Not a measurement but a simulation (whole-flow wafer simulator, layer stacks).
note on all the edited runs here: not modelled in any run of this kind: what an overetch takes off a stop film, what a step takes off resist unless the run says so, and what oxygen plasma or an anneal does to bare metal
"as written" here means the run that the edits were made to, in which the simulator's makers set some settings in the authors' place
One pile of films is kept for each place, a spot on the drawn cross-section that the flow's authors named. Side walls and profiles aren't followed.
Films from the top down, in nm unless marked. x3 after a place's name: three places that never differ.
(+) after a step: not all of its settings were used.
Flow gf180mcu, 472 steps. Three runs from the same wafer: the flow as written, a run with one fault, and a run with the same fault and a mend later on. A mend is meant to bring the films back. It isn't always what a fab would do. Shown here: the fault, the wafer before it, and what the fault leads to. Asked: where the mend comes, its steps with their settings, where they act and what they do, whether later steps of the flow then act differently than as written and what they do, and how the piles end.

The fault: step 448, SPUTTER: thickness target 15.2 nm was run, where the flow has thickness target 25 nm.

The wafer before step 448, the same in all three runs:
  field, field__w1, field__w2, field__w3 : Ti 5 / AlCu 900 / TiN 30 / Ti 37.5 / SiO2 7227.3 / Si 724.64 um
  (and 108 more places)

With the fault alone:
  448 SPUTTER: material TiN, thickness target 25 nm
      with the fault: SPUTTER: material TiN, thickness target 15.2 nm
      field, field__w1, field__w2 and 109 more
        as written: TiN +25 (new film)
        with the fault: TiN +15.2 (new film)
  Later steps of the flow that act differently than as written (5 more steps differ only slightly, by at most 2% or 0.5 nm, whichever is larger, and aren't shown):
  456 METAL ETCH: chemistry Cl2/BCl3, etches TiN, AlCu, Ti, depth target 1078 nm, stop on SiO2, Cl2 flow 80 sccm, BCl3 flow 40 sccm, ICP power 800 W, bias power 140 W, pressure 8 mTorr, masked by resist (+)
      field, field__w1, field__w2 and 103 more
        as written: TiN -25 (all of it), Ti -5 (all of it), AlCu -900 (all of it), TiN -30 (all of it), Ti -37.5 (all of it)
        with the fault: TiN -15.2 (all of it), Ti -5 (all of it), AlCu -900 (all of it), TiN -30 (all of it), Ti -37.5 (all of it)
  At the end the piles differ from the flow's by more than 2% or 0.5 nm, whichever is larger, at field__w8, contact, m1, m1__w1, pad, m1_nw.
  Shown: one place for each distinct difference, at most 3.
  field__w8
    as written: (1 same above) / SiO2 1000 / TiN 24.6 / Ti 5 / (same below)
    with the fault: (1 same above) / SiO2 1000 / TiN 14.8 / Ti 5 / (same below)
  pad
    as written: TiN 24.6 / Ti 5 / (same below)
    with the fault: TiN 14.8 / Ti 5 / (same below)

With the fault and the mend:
  The mend comes after step 448.
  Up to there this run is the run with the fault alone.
  448a SPUTTER: material TiN, thickness target 9.8 nm (the flow's step 448 once more, with other settings)
      field, field__w1, field__w2 and 109 more
        TiN +9.8
  No later step of the flow acts differently than as written at any place that is followed.
  At the end the piles are the same as the flow's at every place that both follow.
